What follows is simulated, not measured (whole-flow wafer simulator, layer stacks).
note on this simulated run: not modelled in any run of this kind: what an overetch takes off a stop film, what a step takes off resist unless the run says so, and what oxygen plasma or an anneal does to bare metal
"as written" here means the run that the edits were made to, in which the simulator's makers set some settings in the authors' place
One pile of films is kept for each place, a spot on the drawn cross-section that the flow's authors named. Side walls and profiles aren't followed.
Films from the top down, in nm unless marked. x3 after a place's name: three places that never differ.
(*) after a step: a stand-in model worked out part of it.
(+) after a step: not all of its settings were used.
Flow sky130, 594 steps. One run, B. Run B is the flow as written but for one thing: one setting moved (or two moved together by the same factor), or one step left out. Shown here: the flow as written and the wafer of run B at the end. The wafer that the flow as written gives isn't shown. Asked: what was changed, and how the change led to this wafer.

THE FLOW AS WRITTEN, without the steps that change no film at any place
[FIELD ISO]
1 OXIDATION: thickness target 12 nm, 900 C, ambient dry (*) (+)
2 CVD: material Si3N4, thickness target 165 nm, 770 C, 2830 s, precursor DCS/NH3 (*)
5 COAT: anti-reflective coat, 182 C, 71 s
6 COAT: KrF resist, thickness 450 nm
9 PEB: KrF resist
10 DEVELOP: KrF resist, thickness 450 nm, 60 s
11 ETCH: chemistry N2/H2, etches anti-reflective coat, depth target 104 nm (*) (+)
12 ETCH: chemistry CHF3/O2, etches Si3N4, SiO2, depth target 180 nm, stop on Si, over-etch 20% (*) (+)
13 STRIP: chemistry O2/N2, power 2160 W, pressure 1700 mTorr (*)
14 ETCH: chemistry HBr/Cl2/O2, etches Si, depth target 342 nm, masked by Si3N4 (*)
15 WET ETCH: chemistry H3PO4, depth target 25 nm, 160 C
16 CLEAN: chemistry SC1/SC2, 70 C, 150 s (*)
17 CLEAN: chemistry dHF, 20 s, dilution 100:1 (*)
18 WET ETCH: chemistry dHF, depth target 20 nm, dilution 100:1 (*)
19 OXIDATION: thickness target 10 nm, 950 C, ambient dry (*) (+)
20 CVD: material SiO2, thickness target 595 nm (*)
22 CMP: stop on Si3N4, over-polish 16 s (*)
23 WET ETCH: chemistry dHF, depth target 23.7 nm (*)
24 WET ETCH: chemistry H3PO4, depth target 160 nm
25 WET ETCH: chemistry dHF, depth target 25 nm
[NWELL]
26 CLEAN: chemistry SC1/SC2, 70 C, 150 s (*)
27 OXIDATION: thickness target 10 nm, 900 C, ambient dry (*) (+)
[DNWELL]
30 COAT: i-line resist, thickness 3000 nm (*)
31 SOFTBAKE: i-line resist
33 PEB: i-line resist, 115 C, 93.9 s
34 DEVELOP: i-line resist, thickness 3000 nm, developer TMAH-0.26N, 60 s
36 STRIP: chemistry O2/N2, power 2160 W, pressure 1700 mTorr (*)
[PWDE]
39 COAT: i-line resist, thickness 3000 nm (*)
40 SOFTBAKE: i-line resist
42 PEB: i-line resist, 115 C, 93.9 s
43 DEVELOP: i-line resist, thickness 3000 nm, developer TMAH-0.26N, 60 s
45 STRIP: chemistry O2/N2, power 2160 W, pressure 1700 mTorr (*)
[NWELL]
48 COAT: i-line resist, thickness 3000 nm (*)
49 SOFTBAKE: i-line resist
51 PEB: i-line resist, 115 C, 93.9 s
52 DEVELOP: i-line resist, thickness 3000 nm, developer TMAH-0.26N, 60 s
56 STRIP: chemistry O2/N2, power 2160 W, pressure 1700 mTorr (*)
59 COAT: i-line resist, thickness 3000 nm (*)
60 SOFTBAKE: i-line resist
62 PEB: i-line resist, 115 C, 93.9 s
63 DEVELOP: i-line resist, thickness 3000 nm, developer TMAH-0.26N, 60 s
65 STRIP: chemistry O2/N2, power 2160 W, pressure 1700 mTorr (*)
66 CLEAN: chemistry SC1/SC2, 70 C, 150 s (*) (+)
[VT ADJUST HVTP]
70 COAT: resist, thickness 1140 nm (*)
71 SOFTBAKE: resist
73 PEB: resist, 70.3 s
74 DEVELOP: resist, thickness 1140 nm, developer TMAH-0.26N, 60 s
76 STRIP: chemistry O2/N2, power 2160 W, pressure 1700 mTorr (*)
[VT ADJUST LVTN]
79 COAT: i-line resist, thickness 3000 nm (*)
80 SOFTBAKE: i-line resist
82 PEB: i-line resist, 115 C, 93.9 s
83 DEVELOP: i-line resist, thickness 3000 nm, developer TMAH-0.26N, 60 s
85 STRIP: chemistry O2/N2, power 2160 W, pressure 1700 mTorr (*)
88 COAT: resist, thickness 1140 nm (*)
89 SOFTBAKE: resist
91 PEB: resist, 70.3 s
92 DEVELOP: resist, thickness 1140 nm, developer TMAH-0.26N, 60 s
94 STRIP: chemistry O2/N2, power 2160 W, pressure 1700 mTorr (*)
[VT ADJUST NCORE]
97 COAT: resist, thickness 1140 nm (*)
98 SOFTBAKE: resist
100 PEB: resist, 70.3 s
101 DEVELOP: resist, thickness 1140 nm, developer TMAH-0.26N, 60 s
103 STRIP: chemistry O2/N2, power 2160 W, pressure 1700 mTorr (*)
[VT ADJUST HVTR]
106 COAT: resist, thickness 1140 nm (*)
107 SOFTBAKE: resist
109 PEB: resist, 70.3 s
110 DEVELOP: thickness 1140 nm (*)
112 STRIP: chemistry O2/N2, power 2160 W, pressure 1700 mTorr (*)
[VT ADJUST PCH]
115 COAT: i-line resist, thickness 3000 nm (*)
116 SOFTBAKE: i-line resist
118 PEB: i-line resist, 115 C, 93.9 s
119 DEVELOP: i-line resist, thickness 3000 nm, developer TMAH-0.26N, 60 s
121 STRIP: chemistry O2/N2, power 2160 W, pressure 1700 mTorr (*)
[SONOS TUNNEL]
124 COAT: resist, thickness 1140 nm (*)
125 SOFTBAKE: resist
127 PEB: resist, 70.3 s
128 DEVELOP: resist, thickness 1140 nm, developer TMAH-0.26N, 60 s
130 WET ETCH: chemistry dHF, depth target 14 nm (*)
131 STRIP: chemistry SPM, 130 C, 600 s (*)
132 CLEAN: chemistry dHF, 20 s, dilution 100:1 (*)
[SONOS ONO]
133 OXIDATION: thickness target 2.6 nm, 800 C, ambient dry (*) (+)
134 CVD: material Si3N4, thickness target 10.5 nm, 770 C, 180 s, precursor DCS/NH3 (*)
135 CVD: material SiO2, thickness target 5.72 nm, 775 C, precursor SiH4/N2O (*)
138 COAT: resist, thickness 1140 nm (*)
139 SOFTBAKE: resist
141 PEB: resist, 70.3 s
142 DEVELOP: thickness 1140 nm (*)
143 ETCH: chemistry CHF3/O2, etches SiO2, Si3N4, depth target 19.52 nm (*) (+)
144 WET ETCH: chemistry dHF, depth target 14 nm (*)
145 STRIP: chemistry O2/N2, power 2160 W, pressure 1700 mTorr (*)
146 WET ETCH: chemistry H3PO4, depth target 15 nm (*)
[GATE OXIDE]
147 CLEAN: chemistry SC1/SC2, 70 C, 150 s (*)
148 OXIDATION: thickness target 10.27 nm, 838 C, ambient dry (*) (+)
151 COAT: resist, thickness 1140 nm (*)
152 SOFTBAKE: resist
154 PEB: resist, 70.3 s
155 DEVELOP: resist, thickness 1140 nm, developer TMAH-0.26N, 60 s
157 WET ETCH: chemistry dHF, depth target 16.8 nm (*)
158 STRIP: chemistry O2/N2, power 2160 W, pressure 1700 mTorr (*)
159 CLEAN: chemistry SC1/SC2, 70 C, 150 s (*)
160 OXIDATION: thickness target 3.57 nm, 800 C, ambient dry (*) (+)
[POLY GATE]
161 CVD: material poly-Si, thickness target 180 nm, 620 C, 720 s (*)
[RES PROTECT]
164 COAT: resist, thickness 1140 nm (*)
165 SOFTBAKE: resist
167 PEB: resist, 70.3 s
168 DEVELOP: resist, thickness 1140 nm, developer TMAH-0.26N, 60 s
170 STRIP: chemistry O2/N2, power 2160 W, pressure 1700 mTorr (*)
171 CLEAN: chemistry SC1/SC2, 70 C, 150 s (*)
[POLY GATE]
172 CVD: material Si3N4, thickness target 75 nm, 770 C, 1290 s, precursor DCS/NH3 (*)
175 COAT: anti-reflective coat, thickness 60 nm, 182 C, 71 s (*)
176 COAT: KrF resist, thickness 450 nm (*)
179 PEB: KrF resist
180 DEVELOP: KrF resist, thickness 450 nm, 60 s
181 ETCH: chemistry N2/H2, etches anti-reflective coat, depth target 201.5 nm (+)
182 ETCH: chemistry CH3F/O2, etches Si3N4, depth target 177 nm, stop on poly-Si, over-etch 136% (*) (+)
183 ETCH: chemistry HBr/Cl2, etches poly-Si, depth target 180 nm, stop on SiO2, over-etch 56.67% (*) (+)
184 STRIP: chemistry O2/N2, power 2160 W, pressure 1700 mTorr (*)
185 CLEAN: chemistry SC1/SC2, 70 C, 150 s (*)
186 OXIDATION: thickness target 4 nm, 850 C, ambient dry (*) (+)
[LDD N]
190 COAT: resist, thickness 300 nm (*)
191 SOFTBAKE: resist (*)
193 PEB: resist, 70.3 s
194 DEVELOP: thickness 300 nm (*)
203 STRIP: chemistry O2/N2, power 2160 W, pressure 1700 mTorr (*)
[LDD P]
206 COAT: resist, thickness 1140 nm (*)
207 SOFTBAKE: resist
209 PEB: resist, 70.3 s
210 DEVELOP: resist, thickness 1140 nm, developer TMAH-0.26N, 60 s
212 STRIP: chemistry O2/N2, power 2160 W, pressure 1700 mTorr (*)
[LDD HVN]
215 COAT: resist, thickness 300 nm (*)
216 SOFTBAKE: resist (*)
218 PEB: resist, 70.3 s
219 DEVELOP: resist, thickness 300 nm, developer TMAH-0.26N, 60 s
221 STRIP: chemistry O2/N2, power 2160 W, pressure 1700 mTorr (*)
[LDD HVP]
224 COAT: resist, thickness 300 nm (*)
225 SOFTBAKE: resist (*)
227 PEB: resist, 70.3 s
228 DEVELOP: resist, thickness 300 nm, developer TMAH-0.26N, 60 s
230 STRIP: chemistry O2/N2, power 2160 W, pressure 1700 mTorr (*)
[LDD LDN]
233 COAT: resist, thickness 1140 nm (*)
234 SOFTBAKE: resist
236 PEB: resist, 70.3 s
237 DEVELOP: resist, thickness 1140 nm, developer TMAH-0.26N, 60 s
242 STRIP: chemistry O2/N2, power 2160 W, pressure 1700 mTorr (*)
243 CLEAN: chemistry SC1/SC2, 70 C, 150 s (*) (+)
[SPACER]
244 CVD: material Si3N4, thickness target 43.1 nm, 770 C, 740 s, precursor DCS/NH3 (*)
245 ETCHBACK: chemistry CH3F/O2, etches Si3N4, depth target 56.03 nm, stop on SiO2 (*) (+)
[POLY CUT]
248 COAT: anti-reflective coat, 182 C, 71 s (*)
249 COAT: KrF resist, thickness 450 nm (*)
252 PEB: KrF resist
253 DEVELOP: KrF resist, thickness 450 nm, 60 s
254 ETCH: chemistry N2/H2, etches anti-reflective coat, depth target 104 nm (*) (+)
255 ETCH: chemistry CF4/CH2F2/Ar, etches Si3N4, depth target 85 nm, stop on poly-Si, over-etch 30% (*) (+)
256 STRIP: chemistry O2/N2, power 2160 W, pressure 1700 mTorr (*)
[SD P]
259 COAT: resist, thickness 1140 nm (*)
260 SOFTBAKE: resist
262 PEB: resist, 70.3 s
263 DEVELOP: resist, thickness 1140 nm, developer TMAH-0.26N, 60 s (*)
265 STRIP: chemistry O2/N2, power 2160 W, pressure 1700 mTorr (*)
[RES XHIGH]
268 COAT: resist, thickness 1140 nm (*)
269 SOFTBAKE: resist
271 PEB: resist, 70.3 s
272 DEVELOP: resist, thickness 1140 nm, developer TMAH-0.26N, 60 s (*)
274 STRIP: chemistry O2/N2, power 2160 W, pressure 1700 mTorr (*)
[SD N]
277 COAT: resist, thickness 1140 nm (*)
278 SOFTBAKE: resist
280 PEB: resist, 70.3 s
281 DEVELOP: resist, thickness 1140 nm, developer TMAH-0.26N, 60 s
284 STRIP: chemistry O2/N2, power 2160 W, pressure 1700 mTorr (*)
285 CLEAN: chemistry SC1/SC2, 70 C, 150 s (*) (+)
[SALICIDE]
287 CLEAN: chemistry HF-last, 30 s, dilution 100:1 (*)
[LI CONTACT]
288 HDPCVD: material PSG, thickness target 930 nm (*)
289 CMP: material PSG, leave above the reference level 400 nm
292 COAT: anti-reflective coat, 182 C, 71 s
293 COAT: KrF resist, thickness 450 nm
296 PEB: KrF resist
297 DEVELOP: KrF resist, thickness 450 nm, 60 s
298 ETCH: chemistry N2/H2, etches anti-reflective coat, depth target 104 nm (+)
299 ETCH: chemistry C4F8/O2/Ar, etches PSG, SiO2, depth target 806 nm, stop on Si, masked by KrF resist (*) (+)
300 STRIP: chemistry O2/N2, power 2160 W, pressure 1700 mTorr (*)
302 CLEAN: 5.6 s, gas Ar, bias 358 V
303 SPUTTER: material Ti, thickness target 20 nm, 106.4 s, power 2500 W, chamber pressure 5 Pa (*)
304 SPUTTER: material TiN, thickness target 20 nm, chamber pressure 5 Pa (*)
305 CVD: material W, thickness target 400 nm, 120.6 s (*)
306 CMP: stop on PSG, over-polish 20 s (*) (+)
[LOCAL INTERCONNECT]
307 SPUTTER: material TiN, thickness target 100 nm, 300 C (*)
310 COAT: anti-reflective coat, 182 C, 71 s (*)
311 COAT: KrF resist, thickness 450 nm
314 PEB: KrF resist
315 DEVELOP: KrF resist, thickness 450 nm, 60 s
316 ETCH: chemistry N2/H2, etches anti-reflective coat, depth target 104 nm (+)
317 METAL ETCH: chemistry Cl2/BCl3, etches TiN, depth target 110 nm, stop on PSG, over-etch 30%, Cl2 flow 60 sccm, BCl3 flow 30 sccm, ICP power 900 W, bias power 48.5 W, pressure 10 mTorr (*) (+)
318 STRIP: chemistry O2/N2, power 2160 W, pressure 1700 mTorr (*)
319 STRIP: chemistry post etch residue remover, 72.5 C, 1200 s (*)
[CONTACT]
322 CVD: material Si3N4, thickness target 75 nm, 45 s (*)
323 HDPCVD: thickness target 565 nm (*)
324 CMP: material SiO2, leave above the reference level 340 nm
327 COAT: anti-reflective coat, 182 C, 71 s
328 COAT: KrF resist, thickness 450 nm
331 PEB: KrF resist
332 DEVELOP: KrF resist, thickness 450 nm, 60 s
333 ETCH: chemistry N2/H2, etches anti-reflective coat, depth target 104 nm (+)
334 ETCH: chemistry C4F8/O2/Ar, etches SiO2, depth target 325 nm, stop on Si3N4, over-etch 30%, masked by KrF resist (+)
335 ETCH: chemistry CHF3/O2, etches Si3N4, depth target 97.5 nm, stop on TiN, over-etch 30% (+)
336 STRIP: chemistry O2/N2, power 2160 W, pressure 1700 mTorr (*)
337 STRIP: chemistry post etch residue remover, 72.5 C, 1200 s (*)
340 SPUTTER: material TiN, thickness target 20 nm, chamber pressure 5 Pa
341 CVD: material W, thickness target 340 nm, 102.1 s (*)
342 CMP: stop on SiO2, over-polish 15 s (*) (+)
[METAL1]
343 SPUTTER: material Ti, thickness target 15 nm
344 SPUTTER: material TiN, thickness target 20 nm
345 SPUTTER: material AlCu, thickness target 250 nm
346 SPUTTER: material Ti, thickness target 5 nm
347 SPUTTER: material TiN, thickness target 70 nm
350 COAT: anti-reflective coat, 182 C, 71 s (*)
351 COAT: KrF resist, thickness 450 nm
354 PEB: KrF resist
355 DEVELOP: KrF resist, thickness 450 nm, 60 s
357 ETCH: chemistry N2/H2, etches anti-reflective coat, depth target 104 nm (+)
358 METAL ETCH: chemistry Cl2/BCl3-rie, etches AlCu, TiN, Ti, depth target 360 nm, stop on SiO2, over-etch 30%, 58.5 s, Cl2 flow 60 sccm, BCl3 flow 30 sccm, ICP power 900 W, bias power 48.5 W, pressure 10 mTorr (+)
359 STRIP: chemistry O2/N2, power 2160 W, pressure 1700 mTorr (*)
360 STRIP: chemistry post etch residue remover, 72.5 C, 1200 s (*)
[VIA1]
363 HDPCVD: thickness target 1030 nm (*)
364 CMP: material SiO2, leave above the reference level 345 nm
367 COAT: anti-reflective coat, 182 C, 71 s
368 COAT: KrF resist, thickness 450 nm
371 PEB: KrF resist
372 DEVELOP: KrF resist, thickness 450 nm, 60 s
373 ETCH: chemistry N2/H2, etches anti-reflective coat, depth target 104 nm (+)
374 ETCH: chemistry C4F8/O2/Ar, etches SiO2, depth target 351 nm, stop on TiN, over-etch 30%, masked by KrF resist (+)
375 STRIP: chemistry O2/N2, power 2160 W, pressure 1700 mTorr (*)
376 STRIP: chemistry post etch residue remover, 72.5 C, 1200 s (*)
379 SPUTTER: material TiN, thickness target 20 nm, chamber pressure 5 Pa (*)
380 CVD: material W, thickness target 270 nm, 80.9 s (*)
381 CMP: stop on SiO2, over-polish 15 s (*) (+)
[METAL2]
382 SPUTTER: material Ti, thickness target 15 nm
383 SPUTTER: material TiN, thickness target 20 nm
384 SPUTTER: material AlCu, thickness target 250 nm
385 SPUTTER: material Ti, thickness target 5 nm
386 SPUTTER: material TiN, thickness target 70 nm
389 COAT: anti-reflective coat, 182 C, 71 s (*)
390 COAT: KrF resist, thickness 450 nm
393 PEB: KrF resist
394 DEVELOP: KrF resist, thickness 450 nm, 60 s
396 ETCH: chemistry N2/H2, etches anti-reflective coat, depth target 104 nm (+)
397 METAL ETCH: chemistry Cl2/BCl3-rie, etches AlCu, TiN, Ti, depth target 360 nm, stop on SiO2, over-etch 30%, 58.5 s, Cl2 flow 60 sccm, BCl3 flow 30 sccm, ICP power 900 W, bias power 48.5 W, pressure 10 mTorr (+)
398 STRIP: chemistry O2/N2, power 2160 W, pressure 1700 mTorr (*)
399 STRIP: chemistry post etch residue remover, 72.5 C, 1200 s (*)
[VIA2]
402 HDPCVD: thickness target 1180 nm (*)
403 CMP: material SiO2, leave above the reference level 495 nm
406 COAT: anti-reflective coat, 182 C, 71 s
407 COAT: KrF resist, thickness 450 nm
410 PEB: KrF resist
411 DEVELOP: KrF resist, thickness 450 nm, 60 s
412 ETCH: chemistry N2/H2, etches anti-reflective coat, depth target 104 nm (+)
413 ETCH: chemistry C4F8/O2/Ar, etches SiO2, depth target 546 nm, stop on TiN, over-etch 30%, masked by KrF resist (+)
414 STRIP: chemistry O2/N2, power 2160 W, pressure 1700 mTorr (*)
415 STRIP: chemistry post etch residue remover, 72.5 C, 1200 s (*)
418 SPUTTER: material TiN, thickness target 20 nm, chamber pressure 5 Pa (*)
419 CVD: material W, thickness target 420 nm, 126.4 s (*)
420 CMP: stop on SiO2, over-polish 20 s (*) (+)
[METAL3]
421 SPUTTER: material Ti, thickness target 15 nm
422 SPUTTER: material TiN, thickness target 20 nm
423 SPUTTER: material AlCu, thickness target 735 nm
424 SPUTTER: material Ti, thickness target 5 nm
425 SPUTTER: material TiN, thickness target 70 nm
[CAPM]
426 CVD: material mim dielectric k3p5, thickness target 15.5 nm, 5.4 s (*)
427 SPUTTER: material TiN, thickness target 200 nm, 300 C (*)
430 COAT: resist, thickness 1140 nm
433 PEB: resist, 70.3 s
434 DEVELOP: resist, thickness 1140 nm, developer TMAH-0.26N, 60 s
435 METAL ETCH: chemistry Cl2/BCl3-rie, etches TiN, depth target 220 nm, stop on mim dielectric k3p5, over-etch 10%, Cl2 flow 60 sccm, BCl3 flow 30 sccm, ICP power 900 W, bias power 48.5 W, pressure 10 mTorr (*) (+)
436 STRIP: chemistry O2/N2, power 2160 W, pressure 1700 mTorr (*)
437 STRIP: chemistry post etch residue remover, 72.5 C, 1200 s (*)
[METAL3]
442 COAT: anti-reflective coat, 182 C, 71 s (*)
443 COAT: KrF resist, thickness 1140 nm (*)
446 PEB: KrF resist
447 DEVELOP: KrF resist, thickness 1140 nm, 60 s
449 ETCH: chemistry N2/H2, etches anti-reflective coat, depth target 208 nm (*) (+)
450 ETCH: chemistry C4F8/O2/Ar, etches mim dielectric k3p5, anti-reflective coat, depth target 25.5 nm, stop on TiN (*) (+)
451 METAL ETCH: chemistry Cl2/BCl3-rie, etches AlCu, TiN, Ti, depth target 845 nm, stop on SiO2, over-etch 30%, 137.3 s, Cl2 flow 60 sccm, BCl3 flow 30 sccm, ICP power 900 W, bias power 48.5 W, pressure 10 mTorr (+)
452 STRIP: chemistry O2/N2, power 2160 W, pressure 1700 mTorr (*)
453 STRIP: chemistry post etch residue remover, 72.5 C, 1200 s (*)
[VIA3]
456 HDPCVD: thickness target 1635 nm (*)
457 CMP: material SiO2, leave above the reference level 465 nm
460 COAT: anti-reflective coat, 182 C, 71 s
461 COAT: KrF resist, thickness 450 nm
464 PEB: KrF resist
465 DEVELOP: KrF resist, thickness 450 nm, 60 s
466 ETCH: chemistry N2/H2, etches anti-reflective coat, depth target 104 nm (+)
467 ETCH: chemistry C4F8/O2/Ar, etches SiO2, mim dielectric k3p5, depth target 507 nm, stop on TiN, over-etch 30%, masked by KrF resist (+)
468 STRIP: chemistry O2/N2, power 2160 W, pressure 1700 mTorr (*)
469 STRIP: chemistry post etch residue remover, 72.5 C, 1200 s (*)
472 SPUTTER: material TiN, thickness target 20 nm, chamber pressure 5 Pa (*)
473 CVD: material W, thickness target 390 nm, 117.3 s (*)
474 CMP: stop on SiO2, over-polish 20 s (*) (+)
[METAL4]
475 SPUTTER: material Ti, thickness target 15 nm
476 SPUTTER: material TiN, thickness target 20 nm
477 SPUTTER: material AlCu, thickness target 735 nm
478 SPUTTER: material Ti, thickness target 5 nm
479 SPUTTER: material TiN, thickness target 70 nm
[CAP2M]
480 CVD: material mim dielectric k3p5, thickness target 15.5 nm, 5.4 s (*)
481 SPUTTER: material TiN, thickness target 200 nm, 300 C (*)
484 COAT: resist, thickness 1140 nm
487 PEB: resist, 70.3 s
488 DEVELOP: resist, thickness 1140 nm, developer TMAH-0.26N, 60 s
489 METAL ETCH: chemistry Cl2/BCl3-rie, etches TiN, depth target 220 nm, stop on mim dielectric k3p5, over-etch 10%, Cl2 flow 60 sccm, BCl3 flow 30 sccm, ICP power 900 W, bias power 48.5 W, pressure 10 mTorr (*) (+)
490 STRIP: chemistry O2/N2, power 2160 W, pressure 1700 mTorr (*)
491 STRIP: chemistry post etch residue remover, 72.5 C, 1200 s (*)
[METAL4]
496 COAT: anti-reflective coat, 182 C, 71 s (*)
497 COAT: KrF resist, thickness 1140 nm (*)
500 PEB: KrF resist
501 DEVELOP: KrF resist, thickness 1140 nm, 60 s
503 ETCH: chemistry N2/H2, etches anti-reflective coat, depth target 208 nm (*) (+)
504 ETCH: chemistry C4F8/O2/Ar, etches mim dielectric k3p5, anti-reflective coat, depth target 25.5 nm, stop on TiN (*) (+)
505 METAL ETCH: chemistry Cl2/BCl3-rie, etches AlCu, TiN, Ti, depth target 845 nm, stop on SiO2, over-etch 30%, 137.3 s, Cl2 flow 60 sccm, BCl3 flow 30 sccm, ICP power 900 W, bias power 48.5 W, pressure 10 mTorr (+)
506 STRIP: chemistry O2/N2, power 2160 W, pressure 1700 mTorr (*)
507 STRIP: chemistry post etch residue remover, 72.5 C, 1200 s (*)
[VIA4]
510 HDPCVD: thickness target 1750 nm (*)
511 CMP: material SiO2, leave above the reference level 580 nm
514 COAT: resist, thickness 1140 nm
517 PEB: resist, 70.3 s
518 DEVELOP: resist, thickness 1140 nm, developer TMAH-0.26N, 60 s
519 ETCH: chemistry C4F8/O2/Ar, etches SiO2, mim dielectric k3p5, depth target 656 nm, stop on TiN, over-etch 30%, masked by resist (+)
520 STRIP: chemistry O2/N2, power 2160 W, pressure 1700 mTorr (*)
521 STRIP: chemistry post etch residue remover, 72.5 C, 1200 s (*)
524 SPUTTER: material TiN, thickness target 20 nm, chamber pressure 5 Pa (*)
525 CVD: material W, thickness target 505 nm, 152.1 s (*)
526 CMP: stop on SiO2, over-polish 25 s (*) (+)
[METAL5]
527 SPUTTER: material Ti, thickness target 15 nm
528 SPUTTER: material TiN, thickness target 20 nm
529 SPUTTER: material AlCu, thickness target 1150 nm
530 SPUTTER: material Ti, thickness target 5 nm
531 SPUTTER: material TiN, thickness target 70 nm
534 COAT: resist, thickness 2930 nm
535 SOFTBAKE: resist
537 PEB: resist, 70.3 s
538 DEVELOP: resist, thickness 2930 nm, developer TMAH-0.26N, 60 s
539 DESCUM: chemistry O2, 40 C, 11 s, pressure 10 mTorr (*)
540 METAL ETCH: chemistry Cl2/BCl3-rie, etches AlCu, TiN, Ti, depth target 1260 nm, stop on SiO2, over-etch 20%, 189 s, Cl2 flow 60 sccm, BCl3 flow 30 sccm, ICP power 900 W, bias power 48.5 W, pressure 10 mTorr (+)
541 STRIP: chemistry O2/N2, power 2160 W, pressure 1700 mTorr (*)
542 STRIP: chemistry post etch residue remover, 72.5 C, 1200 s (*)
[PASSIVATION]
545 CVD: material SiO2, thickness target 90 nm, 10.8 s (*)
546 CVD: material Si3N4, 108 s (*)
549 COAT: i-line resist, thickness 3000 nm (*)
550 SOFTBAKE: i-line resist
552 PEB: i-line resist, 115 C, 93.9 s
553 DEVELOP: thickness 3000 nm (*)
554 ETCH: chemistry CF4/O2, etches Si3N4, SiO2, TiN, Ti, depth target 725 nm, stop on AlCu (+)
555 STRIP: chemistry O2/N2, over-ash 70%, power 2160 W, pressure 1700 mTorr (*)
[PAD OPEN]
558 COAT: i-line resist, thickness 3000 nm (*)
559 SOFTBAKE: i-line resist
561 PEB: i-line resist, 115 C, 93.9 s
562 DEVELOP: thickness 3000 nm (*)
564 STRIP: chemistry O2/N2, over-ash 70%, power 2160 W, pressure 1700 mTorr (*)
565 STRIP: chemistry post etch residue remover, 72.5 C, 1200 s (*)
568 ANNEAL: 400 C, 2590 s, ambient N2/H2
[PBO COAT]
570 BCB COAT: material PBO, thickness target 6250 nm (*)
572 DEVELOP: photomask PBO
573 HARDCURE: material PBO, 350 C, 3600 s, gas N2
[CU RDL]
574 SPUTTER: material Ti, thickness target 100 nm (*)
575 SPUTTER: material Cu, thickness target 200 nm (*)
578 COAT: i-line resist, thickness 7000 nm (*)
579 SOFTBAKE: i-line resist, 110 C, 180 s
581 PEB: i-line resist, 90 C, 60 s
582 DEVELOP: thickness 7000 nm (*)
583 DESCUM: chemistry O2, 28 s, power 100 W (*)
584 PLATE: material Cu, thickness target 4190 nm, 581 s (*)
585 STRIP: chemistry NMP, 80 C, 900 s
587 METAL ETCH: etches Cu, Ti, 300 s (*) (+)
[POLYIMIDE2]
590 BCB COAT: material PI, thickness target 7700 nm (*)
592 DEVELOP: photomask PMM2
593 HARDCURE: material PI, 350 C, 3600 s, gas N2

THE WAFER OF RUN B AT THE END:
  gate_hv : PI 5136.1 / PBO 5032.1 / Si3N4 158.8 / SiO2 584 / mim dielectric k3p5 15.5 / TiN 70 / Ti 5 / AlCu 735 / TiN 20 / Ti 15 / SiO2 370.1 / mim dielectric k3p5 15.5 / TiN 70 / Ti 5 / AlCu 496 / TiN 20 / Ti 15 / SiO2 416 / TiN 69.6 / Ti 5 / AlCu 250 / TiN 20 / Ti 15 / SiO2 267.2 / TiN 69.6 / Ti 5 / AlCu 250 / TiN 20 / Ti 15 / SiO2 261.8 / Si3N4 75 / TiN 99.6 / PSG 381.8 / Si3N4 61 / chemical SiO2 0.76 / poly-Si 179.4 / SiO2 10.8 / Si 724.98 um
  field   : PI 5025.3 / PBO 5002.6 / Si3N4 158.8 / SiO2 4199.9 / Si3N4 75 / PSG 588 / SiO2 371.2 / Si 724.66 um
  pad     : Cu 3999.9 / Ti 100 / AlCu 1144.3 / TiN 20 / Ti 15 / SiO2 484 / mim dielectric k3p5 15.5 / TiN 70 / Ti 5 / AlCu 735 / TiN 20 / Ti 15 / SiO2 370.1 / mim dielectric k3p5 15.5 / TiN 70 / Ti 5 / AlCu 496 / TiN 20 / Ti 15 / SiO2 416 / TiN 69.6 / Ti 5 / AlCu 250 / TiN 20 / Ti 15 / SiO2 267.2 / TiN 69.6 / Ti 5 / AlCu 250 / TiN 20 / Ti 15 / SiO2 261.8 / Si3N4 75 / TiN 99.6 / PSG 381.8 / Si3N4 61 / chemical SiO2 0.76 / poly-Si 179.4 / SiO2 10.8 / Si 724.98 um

The cause: step 423, SPUTTER: thickness target 496 nm was run, where the flow has thickness target 735 nm.
It can be read off the wafer: gate_hv has AlCu 496, and step 423 as written asks for 735 nm.

How the change led to this, step by step:
  423 SPUTTER: material AlCu, thickness target 735 nm
      field, active, n_well and 188 more: AlCu +496 (new film) (as written it would be: AlCu +735 (new film))
  451 METAL ETCH: chemistry Cl2/BCl3-rie, etches AlCu, TiN, Ti, depth target 845 nm, stop on SiO2, over-etch 30%, 137.3 s, Cl2 flow 60 sccm, BCl3 flow 30 sccm, ICP power 900 W, bias power 48.5 W, pressure 10 mTorr (+)
      field, gate, spacer and 65 more: TiN -70 (all of it), Ti -5 (all of it), AlCu -496 (all of it), TiN -20 (all of it), Ti -15 (all of it), SiO2 -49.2 (as written it would be: TiN -70 (all of it), Ti -5 (all of it), AlCu -735 (all of it), TiN -20 (all of it), Ti -15 (all of it), SiO2 -25.4)
      active, vpp_ln, vpp_iso2 and 11 more: TiN -70 (all of it), Ti -5 (all of it), AlCu -496 (all of it), TiN -20 (all of it), Ti -15 (all of it), SiO2 -49.2 (as written it would be: TiN -70 (all of it), Ti -5 (all of it), AlCu -735 (all of it), TiN -20 (all of it), Ti -15 (all of it), SiO2 -25.3)
      (and at 3 more places)
  457 CMP: material SiO2, leave above the reference level 465 nm
      field, active, gate and 82 more: SiO2 -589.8 (as written it would be: SiO2 -374.7)
